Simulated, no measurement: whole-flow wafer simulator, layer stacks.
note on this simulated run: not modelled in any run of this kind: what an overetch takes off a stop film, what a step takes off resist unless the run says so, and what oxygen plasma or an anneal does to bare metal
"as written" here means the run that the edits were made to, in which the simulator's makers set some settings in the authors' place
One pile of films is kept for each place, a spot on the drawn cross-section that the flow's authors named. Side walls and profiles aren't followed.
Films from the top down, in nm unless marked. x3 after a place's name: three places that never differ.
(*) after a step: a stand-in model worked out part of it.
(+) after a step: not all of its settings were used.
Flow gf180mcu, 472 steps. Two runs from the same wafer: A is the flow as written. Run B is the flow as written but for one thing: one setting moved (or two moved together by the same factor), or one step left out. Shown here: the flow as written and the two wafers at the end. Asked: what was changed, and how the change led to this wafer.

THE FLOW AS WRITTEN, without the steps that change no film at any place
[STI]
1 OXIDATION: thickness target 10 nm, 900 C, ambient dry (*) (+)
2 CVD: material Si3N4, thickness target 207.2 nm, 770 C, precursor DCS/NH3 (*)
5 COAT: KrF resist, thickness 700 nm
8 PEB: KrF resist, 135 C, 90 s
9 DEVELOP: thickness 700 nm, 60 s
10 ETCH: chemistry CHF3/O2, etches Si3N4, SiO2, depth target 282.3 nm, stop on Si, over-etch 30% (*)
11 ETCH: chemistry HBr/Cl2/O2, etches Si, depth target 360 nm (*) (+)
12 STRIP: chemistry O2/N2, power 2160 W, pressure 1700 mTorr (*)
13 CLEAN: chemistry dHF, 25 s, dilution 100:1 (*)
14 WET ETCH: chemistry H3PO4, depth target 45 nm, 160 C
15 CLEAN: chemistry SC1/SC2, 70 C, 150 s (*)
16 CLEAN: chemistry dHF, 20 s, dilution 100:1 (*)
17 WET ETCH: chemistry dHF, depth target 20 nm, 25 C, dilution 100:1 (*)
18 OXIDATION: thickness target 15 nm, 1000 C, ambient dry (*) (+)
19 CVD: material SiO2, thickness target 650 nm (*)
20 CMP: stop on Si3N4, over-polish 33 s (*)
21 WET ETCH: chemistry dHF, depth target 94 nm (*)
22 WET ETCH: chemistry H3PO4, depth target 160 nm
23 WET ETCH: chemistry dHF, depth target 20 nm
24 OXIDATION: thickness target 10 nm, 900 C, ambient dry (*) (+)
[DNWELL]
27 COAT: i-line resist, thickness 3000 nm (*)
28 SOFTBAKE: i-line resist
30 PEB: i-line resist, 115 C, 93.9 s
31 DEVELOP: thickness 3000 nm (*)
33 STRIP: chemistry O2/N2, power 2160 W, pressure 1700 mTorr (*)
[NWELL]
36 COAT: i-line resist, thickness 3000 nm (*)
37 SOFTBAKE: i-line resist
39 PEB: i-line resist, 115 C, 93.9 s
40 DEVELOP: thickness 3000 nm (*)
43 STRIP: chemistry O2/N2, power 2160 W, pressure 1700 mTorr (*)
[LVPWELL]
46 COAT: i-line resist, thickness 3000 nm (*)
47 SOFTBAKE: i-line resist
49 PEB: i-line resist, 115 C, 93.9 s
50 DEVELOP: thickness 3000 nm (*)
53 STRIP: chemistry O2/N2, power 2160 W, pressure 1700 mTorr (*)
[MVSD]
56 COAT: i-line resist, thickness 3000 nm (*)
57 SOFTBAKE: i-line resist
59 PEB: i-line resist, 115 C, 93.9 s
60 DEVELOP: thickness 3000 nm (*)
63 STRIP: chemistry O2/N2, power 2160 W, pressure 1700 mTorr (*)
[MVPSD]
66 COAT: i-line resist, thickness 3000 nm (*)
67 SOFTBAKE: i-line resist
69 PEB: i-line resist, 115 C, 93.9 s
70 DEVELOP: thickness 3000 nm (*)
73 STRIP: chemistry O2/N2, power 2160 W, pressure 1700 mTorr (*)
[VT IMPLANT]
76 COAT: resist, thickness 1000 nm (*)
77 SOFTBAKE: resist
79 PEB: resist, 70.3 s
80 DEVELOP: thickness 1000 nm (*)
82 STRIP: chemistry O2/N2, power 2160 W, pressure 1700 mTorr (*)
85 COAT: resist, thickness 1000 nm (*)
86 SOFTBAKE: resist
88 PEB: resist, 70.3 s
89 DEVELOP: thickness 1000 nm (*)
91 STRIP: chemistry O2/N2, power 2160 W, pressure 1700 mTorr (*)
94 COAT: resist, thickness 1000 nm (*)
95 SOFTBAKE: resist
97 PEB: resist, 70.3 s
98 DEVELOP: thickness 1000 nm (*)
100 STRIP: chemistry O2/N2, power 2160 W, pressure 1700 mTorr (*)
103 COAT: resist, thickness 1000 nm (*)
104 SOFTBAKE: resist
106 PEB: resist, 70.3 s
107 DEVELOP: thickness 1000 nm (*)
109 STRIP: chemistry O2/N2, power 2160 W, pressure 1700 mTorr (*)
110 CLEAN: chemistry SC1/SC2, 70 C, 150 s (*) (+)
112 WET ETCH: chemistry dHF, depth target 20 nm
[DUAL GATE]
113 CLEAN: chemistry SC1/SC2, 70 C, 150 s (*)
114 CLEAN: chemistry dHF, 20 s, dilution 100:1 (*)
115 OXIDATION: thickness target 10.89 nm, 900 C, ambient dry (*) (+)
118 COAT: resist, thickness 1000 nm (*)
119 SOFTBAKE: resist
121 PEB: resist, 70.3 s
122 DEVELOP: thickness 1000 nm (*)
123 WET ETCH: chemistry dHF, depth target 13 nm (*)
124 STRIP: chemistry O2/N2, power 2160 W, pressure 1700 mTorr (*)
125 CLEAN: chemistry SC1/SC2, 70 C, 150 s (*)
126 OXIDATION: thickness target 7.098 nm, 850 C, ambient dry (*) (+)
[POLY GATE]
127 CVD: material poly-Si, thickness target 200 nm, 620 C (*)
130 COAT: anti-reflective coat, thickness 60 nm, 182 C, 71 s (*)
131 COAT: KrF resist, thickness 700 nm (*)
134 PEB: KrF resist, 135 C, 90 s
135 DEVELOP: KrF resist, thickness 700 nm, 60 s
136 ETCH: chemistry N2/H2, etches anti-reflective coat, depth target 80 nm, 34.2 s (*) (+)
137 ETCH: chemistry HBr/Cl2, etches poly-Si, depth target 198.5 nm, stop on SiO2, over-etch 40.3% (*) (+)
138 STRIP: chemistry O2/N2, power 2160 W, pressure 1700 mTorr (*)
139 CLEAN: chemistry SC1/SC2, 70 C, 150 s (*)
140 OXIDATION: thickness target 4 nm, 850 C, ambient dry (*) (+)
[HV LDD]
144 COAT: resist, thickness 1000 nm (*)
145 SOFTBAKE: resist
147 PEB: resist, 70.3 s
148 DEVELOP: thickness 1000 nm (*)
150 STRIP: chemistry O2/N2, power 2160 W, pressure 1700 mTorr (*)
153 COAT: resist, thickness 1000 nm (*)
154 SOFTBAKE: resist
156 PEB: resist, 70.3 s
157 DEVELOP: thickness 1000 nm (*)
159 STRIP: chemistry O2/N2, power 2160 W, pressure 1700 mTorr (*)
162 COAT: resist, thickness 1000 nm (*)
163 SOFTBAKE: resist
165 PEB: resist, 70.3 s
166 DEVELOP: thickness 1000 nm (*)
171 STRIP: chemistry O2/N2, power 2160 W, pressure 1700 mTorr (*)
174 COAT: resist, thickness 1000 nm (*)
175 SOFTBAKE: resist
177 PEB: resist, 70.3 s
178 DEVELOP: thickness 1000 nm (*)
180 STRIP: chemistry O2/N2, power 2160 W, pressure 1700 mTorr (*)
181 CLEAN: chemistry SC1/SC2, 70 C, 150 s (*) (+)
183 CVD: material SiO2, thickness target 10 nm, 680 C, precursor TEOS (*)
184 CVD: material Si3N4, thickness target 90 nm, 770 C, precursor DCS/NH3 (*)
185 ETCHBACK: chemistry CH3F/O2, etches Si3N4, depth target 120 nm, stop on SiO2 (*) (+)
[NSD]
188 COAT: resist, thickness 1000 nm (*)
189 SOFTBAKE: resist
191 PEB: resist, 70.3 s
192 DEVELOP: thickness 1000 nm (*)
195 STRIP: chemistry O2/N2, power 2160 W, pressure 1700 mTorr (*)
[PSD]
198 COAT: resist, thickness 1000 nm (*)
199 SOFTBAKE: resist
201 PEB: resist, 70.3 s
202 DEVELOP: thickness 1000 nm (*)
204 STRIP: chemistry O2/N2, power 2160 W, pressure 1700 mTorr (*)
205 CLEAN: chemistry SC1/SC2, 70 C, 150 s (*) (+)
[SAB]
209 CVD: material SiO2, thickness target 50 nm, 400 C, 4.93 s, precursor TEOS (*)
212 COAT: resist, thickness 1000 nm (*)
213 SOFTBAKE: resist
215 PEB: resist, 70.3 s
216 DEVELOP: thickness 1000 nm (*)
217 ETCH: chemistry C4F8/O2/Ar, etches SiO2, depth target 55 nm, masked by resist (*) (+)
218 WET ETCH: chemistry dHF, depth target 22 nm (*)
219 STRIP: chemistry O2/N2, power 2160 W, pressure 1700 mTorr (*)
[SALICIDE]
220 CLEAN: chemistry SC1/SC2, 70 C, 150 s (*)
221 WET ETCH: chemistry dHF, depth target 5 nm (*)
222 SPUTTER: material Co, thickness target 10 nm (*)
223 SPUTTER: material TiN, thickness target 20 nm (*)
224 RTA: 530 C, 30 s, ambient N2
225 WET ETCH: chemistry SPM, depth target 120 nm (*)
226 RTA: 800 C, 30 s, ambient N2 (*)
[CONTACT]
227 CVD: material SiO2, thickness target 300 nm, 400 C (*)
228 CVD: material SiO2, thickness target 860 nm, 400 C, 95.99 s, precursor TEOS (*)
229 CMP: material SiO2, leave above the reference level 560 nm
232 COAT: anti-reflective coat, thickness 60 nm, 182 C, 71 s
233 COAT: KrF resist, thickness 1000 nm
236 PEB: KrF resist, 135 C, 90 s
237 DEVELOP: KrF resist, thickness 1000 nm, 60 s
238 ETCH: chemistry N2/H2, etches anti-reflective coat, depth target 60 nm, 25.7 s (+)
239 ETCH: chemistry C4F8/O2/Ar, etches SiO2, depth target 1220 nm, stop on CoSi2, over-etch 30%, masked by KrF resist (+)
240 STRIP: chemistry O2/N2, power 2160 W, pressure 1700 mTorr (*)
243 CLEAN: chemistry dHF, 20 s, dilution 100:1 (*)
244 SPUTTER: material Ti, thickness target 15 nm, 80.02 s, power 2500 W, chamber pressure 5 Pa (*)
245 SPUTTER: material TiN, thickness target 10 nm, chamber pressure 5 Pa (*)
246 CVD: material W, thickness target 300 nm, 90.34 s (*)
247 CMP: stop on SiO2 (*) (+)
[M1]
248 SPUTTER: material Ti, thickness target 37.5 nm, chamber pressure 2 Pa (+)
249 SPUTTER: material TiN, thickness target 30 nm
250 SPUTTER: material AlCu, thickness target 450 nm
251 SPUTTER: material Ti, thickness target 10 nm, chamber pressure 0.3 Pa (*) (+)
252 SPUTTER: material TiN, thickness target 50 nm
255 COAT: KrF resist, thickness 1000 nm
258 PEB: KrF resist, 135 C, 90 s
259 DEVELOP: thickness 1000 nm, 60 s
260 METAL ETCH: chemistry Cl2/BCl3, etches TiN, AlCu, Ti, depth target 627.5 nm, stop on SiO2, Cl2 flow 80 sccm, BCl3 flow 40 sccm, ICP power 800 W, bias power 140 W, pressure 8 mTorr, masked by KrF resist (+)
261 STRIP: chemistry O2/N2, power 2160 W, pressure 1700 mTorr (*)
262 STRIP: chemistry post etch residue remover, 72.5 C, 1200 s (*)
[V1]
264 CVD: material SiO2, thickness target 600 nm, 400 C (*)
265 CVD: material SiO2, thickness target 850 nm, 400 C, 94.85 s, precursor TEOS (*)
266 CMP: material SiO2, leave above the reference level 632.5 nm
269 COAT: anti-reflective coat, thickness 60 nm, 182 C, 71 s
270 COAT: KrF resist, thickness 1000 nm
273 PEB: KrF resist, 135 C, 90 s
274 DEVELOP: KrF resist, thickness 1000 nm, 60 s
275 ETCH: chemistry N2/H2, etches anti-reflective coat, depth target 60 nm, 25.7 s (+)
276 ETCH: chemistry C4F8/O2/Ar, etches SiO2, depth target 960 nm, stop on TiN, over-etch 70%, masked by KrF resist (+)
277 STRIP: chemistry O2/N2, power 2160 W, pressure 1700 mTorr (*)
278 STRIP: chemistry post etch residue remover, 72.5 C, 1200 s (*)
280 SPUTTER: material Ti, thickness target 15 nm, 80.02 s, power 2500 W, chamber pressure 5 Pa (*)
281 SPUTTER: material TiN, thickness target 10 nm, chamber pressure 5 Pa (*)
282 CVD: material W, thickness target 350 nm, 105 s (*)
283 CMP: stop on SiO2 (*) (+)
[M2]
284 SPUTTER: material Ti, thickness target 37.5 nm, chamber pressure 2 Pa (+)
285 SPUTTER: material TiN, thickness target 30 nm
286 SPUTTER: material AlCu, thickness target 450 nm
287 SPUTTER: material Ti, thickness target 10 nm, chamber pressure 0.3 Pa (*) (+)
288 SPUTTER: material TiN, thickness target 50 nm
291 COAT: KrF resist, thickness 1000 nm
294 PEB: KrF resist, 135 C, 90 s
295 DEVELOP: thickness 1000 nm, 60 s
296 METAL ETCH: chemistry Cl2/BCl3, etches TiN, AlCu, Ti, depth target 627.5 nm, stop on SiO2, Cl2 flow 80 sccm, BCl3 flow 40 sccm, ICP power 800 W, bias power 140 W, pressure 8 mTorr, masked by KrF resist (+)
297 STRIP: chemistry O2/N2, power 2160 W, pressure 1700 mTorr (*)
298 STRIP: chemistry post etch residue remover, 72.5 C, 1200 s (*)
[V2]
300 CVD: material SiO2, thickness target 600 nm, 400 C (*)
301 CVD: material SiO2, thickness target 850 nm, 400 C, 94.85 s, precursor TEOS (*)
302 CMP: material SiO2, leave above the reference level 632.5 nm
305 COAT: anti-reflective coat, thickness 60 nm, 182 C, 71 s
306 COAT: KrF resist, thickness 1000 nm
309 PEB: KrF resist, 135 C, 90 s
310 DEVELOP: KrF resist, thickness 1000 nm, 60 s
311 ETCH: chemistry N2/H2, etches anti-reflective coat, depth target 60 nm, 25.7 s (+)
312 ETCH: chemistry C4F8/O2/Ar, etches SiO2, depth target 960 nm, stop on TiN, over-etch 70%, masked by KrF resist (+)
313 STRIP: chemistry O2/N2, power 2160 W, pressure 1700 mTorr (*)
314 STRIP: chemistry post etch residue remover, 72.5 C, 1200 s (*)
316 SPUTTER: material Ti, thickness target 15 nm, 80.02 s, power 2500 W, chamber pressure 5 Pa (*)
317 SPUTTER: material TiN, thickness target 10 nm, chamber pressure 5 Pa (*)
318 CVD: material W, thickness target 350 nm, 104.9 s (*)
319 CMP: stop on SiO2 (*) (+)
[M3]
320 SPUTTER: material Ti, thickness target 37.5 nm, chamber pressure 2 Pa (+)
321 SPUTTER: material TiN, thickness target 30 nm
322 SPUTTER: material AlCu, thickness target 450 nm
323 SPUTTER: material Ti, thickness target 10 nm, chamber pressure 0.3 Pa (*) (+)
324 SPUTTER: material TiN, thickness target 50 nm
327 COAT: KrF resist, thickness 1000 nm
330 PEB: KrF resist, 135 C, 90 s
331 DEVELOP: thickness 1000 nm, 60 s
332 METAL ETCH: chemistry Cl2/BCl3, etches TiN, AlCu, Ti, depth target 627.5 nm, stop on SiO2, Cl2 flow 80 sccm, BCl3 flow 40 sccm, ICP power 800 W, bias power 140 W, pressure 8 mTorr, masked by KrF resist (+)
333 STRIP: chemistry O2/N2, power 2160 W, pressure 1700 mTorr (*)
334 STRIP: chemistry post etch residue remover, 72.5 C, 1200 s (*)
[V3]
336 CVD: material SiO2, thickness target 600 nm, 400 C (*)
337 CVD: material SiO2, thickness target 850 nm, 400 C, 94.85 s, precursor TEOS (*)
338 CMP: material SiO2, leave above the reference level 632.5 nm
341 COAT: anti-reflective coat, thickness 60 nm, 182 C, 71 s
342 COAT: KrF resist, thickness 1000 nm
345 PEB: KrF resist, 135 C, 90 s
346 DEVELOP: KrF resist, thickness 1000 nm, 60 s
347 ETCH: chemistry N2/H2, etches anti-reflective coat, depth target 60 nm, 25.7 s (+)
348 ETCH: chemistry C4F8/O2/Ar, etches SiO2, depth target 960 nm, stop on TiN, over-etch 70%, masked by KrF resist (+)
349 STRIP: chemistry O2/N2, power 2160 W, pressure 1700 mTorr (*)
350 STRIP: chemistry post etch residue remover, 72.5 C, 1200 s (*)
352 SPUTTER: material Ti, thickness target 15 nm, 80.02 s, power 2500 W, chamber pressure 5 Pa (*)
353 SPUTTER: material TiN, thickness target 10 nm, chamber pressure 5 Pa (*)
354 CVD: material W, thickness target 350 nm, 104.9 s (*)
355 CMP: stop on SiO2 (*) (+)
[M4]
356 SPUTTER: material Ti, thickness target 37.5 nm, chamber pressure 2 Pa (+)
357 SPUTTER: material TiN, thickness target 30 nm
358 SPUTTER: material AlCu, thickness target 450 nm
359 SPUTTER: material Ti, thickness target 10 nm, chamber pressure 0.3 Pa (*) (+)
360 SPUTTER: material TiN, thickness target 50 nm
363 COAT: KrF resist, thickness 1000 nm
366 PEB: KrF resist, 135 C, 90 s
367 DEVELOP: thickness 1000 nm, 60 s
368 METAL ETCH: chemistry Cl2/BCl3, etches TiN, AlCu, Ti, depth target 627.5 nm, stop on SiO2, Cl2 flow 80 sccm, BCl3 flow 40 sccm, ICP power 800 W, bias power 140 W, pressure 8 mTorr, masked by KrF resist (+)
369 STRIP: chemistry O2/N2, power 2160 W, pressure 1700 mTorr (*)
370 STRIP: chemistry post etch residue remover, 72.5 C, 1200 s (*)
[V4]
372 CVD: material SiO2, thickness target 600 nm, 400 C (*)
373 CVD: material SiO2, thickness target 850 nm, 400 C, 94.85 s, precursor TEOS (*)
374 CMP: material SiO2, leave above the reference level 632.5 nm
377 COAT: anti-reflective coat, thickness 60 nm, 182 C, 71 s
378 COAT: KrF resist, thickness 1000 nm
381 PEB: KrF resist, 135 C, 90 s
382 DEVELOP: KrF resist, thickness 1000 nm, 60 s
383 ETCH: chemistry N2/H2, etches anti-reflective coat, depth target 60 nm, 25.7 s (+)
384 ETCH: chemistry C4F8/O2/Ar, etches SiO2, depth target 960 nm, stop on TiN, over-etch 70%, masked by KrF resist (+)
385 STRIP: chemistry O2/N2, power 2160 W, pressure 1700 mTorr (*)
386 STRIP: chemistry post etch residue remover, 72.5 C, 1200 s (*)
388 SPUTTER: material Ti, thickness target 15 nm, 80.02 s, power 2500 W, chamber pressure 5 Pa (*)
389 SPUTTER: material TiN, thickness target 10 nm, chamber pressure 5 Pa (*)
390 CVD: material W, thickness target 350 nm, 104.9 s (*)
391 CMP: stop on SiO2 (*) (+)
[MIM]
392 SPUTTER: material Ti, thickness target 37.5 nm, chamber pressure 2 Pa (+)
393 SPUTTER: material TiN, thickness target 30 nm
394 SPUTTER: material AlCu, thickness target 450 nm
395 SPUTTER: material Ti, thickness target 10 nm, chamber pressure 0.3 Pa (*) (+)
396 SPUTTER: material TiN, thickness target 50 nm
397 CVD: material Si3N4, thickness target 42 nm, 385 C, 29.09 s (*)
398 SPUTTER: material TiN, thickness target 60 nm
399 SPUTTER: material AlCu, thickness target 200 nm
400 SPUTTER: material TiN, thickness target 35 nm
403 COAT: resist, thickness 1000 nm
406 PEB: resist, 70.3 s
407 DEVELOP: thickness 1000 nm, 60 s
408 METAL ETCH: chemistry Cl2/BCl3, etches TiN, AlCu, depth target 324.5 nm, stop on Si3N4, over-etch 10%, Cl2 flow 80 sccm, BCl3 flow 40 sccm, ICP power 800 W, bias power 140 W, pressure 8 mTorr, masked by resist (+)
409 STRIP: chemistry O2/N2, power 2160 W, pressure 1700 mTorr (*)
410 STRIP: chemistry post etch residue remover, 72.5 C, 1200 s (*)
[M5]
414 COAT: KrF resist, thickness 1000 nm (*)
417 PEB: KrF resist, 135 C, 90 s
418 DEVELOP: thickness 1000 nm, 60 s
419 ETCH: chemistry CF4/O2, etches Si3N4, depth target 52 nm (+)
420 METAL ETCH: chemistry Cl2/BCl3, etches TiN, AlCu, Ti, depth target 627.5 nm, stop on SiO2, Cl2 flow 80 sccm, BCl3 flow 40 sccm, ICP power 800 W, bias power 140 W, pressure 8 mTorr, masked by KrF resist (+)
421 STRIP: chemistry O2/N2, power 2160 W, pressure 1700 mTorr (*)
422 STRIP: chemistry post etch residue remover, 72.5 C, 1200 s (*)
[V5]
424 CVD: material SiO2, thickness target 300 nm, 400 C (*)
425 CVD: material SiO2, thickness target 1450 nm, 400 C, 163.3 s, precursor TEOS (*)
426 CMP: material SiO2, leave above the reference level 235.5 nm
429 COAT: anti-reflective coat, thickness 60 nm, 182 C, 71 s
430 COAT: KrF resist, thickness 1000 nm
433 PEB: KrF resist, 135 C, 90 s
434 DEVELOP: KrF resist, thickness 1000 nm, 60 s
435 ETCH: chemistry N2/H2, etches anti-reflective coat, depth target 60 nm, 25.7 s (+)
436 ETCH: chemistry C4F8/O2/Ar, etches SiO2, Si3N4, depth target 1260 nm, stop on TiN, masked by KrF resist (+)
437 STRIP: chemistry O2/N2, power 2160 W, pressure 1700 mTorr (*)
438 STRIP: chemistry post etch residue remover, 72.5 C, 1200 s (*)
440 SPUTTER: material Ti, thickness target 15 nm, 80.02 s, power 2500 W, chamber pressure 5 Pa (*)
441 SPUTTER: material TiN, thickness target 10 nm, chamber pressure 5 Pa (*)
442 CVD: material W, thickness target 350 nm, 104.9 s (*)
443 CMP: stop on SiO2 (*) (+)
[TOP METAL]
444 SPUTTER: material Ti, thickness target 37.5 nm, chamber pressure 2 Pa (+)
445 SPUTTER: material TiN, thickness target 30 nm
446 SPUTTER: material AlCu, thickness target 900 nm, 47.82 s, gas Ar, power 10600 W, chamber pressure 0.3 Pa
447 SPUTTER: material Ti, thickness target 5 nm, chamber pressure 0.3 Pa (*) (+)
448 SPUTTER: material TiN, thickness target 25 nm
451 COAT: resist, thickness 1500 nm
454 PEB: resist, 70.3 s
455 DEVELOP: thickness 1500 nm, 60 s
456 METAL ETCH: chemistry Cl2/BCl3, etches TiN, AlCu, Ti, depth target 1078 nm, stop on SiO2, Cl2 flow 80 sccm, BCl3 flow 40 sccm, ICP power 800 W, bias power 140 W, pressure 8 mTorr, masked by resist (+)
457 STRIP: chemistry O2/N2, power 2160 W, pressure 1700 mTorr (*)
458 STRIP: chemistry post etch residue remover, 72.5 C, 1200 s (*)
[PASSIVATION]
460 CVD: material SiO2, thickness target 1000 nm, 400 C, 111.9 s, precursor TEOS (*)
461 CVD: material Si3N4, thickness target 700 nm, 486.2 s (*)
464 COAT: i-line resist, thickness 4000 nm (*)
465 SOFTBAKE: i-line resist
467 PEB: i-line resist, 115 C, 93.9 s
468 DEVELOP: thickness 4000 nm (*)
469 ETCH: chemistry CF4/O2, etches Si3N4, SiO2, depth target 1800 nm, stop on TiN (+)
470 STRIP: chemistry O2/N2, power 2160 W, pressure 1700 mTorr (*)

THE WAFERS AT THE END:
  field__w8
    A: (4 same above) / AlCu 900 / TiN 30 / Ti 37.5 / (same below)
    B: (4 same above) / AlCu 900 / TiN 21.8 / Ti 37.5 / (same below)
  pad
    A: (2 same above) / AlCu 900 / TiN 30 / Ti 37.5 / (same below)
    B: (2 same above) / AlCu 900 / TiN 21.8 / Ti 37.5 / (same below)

The cause: step 445, SPUTTER: thickness target 21.8 nm was run, where the flow has thickness target 30 nm.
It can be read off the wafer: field__w8 has TiN 21.8, and step 445 as written asks for 30 nm.

How the change led to this, step by step:
  445 SPUTTER: material TiN, thickness target 30 nm
      field, field__w1, field__w2 and 109 more: A TiN +30 (new film) | B TiN +21.8 (new film)
  456 METAL ETCH: chemistry Cl2/BCl3, etches TiN, AlCu, Ti, depth target 1078 nm, stop on SiO2, Cl2 flow 80 sccm, BCl3 flow 40 sccm, ICP power 800 W, bias power 140 W, pressure 8 mTorr, masked by resist (+)
      field, field__w1, field__w2 and 103 more: A TiN -25 (all of it), Ti -5 (all of it), AlCu -900 (all of it), TiN -30 (all of it), Ti -37.5 (all of it) | B TiN -25 (all of it), Ti -5 (all of it), AlCu -900 (all of it), TiN -21.8 (all of it), Ti -37.5 (all of it)
